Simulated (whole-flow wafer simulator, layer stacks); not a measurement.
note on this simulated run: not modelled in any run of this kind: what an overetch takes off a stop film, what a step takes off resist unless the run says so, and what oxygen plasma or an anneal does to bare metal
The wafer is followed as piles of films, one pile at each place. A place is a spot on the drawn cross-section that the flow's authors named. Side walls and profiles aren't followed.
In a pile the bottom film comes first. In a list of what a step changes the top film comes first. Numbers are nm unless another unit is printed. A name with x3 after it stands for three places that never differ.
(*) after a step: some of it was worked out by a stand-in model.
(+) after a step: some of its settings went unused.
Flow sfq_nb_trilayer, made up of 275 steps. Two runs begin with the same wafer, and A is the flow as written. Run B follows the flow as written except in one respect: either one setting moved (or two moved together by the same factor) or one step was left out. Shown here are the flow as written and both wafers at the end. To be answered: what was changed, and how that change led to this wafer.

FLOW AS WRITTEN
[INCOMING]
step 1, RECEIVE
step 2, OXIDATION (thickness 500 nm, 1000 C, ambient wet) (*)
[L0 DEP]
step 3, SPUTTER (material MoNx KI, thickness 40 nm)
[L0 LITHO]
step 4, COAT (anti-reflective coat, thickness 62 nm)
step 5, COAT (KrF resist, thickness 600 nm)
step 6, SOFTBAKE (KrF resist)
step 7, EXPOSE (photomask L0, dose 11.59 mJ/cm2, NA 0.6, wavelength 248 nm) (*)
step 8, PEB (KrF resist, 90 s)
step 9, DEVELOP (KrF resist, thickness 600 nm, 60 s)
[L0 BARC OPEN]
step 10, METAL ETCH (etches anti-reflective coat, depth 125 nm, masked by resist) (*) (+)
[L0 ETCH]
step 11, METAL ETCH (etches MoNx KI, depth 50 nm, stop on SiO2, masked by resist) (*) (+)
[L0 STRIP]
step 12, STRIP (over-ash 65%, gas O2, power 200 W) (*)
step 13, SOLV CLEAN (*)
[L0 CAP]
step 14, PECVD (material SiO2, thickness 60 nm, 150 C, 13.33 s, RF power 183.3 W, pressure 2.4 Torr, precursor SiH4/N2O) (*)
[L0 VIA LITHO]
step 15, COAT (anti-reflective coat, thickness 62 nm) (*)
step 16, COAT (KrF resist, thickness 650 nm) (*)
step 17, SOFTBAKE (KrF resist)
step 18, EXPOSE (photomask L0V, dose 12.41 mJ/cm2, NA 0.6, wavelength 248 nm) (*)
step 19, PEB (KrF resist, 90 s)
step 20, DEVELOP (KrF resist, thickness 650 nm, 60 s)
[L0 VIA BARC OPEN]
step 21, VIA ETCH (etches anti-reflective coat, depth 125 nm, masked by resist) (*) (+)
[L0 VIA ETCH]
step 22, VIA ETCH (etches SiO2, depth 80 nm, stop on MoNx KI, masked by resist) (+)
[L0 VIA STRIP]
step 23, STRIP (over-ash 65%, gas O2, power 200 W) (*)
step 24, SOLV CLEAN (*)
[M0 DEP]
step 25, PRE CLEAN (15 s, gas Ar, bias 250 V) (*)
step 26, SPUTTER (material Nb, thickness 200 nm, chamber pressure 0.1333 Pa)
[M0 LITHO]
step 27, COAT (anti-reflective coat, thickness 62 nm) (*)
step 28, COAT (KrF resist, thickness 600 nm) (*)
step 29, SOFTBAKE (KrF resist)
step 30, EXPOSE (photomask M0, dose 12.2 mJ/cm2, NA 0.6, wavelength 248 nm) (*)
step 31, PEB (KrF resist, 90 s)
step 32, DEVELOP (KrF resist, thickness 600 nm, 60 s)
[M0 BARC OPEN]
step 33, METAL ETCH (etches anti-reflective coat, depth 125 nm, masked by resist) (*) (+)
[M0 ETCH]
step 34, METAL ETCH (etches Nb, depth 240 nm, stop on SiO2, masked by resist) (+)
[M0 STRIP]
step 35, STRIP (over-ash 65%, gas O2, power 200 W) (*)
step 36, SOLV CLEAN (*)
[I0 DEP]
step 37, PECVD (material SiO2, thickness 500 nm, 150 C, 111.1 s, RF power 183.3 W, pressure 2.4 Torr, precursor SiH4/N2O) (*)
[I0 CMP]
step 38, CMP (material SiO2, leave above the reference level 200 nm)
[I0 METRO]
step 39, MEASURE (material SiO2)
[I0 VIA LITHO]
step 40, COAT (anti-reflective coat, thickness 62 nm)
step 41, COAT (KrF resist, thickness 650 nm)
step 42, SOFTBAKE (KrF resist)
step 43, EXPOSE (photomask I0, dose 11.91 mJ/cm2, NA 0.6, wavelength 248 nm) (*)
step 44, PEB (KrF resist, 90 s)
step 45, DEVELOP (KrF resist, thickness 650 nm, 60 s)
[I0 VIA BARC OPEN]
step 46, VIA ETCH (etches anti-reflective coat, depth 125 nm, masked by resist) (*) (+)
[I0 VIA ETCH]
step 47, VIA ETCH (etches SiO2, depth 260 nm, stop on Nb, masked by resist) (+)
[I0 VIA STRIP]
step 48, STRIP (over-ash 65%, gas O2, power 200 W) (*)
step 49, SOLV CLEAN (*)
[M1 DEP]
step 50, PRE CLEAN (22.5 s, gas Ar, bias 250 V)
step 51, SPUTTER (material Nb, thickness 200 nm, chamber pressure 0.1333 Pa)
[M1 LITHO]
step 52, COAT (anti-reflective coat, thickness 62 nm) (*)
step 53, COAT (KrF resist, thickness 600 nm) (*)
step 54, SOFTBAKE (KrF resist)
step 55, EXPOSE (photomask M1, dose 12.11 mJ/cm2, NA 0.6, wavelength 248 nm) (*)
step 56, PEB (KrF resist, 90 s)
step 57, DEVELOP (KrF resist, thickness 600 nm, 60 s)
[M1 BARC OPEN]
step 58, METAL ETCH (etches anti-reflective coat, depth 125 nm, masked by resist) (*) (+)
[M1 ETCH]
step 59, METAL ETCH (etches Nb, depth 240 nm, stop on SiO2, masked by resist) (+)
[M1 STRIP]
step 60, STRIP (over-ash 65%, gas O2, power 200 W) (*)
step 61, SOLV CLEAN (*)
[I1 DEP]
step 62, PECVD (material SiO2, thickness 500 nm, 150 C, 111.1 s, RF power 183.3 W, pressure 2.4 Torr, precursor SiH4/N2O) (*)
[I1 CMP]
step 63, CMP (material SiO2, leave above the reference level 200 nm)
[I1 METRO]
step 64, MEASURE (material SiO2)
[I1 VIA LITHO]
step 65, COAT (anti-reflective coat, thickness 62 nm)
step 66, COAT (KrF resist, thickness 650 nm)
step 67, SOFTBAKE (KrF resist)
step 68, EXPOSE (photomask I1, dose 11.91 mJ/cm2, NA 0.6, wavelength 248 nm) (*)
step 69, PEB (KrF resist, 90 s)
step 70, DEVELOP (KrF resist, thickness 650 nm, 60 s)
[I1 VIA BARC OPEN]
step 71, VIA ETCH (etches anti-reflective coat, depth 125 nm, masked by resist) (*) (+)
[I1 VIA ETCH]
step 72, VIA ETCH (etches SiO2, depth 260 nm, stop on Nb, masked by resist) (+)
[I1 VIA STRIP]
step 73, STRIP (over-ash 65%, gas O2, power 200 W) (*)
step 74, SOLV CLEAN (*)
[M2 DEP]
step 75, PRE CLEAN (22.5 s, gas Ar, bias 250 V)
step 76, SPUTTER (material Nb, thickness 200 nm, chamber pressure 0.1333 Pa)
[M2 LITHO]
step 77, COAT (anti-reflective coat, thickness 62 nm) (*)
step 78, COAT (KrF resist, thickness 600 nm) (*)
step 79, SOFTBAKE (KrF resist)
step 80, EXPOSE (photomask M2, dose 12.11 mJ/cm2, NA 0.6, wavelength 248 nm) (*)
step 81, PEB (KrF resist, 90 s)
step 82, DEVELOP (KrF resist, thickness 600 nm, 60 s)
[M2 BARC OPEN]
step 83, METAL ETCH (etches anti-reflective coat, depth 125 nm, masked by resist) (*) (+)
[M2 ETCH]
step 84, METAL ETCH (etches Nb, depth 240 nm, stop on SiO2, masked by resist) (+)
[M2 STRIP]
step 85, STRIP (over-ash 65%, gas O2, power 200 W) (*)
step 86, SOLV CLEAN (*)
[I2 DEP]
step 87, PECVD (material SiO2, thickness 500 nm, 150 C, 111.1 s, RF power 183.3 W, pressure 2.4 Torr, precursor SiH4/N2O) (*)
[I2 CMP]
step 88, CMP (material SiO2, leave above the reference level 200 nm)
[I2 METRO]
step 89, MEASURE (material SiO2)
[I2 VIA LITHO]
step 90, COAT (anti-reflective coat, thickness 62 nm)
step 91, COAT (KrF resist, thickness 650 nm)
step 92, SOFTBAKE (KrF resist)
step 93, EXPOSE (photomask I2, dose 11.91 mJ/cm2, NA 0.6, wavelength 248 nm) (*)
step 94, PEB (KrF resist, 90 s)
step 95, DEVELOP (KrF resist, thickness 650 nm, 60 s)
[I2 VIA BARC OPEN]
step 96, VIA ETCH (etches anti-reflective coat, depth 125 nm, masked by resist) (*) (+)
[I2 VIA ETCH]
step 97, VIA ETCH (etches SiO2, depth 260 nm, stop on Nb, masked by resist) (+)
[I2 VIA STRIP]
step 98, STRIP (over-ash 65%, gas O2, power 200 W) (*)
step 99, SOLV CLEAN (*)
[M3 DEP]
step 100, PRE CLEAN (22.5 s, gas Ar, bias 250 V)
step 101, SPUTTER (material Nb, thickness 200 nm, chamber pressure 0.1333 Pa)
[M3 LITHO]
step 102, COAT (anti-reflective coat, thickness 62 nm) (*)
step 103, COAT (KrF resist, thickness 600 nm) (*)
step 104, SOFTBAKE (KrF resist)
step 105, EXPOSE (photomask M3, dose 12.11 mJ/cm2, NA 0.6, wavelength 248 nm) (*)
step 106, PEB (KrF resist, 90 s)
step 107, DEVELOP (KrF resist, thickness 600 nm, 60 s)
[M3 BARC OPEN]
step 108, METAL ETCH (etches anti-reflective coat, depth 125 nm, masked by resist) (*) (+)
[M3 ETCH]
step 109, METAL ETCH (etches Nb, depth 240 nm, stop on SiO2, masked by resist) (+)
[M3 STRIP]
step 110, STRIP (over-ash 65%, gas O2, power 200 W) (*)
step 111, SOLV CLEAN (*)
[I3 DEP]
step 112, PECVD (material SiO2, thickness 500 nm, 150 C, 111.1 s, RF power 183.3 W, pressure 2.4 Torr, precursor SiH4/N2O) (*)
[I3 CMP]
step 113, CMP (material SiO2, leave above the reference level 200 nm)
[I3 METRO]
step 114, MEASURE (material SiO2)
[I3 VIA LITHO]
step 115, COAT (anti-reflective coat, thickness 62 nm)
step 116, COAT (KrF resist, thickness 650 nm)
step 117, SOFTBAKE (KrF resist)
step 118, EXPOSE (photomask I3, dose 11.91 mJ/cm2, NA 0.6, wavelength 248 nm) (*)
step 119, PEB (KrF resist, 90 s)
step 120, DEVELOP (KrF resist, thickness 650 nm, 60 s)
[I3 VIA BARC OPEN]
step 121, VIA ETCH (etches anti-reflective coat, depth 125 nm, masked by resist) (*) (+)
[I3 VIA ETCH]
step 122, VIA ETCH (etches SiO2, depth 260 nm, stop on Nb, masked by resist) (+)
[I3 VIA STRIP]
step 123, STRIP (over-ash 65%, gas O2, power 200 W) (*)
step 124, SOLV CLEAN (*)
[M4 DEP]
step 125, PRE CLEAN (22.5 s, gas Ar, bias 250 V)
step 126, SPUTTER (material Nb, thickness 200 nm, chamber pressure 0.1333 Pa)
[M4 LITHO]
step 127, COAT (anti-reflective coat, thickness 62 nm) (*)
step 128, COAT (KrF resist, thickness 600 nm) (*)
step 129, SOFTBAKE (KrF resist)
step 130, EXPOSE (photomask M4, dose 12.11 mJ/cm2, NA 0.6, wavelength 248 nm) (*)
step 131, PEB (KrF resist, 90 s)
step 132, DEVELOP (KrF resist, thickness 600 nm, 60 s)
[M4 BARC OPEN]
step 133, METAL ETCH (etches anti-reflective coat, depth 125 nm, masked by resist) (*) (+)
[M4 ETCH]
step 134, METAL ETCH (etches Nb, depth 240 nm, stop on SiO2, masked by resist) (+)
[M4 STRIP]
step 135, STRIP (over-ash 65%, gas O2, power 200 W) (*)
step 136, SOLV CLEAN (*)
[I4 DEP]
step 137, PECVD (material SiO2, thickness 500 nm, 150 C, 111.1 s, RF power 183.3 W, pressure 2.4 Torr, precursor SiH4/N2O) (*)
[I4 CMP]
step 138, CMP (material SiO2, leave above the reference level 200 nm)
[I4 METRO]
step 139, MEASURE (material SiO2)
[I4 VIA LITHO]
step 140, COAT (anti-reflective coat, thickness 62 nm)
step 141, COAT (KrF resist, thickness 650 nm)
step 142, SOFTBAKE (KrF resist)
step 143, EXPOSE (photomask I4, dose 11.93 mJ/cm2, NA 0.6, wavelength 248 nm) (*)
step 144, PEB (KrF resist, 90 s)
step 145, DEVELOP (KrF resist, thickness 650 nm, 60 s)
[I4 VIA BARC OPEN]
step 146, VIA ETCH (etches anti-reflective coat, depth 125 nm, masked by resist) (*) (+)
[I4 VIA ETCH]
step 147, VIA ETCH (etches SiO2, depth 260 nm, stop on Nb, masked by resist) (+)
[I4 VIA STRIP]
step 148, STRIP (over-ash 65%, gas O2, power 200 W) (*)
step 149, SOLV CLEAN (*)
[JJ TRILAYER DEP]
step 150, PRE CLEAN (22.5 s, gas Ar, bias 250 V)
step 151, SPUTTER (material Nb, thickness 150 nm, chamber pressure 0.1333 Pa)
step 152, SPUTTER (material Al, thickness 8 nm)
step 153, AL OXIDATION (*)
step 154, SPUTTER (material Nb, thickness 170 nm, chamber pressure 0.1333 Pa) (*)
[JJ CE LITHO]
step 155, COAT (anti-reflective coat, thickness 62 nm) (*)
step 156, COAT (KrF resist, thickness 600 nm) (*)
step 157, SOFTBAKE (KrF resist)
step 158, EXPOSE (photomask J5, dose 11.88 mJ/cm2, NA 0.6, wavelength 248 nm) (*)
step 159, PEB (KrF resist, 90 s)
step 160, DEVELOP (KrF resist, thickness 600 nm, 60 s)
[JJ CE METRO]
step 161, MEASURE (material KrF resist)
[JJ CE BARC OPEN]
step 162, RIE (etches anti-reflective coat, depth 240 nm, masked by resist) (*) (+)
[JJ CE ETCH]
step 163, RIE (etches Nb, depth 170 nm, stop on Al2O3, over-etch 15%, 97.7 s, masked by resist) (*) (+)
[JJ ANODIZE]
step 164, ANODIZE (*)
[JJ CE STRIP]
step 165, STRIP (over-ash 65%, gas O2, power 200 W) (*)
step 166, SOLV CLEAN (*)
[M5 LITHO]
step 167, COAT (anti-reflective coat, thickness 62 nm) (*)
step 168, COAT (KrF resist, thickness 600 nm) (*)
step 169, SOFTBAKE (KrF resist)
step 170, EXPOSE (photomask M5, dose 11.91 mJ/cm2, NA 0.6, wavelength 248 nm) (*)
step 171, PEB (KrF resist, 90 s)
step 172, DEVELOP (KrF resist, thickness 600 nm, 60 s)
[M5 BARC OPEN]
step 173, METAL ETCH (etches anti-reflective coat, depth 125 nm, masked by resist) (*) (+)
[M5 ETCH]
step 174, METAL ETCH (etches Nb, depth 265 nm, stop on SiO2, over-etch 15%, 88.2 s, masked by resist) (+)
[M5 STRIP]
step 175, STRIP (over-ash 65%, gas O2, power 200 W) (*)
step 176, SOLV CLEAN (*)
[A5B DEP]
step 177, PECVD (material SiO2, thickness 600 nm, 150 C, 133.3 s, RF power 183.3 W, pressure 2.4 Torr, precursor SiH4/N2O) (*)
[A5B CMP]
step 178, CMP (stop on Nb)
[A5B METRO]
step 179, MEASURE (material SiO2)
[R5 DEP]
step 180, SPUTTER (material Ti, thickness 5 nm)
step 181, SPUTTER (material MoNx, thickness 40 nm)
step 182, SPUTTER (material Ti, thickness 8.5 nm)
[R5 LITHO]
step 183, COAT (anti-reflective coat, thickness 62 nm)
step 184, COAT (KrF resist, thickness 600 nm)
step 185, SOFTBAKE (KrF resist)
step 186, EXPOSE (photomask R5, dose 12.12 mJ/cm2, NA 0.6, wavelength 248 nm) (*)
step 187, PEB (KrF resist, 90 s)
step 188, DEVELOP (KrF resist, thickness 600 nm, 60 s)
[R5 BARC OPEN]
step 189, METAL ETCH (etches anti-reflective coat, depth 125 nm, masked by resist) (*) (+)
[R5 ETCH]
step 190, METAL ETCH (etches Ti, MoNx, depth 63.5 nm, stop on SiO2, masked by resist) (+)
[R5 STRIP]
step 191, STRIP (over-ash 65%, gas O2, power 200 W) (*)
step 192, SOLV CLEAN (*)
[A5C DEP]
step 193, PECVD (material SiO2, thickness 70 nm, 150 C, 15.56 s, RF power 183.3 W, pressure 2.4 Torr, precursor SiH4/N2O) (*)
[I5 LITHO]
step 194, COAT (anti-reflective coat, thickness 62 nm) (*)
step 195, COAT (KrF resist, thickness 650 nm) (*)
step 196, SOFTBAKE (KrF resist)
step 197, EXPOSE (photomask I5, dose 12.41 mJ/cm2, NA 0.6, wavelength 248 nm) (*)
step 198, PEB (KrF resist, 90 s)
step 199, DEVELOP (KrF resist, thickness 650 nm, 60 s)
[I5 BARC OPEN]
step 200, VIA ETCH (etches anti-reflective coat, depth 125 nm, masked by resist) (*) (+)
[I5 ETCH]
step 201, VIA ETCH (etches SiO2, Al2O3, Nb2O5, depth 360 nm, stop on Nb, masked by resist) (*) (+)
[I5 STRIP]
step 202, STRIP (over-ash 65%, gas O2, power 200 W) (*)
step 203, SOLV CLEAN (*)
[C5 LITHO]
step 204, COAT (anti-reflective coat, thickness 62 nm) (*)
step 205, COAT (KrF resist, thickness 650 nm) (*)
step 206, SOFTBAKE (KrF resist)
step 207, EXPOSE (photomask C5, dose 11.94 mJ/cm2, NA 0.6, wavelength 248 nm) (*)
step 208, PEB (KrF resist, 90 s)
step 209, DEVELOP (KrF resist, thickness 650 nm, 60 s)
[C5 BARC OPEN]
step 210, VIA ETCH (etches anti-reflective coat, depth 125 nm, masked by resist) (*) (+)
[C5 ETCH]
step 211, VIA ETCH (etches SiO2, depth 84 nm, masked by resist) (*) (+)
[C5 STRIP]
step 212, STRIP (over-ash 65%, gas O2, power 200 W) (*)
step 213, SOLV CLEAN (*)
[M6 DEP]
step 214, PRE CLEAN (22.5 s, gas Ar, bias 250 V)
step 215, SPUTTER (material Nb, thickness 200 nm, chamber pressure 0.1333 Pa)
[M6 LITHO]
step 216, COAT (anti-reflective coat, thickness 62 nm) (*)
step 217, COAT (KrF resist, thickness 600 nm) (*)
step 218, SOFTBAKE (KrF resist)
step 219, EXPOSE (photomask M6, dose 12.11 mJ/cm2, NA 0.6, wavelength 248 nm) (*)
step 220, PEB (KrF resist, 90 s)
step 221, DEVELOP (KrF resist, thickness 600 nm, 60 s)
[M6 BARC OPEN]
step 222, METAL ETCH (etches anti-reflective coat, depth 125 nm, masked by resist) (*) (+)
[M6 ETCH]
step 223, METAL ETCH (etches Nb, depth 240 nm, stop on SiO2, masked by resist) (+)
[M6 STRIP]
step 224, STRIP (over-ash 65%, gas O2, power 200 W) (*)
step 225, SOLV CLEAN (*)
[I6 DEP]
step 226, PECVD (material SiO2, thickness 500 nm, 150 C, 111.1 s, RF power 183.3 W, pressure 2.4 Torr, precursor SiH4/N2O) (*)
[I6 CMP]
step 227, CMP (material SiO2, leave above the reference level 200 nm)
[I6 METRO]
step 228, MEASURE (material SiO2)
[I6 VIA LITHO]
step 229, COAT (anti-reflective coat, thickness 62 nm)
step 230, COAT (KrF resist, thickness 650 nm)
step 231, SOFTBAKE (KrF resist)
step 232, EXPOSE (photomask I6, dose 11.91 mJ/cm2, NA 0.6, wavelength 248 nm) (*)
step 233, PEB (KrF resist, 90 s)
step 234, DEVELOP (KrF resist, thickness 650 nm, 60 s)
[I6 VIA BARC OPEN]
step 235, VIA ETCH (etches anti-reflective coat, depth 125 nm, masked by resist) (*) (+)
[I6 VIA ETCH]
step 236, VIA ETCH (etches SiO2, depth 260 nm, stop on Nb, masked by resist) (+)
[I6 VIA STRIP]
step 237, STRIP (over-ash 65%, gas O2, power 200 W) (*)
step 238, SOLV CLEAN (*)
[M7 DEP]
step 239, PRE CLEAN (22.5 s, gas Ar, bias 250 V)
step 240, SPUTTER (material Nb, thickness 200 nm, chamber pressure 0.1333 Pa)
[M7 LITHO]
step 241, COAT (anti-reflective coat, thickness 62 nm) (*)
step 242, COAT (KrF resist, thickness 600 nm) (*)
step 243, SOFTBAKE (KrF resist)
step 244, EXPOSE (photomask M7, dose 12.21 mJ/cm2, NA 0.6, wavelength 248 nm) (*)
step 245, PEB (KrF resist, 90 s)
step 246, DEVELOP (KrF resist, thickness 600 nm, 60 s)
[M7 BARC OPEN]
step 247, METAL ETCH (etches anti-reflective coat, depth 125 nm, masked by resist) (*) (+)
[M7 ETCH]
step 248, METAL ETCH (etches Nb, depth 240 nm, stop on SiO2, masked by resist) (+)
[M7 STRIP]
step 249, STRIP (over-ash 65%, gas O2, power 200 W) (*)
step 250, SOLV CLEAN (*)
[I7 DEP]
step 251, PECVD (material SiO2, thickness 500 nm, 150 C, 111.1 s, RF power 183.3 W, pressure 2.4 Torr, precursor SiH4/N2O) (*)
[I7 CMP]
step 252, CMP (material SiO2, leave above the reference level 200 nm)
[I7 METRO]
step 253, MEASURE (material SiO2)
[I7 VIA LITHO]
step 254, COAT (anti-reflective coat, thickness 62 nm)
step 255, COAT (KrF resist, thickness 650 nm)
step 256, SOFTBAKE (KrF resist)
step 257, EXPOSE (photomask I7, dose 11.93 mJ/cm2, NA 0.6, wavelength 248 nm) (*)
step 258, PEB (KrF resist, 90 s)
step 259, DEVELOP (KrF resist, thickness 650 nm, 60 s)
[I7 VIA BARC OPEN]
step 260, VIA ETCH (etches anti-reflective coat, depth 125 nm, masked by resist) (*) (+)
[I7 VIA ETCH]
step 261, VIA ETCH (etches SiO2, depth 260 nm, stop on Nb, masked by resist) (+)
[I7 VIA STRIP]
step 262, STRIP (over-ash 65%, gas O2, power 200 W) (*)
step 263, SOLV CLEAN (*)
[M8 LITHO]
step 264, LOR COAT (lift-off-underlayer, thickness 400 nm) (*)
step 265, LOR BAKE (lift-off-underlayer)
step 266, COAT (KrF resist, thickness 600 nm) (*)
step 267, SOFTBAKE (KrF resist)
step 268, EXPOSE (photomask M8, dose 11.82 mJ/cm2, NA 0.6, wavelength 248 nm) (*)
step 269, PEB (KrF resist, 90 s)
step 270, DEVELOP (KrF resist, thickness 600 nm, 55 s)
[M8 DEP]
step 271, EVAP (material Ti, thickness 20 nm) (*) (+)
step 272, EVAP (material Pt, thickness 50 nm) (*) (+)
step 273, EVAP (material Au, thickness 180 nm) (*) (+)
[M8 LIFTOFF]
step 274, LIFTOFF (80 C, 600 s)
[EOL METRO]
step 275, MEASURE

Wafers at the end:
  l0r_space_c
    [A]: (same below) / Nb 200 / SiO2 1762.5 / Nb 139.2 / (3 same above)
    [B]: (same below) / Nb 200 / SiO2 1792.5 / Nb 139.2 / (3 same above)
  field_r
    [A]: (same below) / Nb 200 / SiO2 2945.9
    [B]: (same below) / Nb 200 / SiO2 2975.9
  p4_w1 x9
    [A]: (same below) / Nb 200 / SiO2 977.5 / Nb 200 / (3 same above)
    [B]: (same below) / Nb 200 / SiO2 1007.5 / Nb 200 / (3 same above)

What caused this: step 51, SPUTTER: thickness 230 nm was run, though the flow has thickness 200 nm.

How this came from the change, step by step:
  step 51, SPUTTER (material Nb, thickness 200 nm, chamber pressure 0.1333 Pa)
      field_l, v_sur, via_wl and 102 more: A +200 Nb (new film) | B +230 Nb (new film)
      via_w: A +174.5 Nb | B +201 Nb
  step 52, COAT (anti-reflective coat, thickness 62 nm) (*)
      via_wl: A +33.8 anti-reflective coat (new film) | B +32.4 anti-reflective coat (new film)
      via_wr: A +34.9 anti-reflective coat (new film) | B +32.4 anti-reflective coat (new film)
  step 59, METAL ETCH (etches Nb, depth 240 nm, stop on SiO2, masked by resist) (+)
      field_l, be, be_sur and 79 more: A -200 Nb (all of it) | B -230 Nb (all of it)
  step 60, STRIP (over-ash 65%, gas O2, power 200 W) (*)
      via_wl: A -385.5 KrF resist (all of it), -33.8 anti-reflective coat (all of it) | B -386 KrF resist (all of it), -32.4 anti-reflective coat (all of it)
      via_wr: A -384.4 KrF resist (all of it), -34.9 anti-reflective coat (all of it) | B -386 KrF resist (all of it), -32.4 anti-reflective coat (all of it)
  step 62, PECVD (material SiO2, thickness 500 nm, 150 C, 111.1 s, RF power 183.3 W, pressure 2.4 Torr, precursor SiH4/N2O) (*)
      wl_d_sl, wl_d_sr: A +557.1 SiO2 | B +587.1 SiO2
      via_w: A +606 SiO2 (new film) | B +585 SiO2 (new film)
  step 63, CMP (material SiO2, leave above the reference level 200 nm)
      field_l, be, be_sur and 72 more: A -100 SiO2 | B -70 SiO2
      lsp_m, ln_m6, lsp_r, l0_sur, l0v: A -94.9 SiO2 | B -64.1 SiO2
      (also at 1 further place)
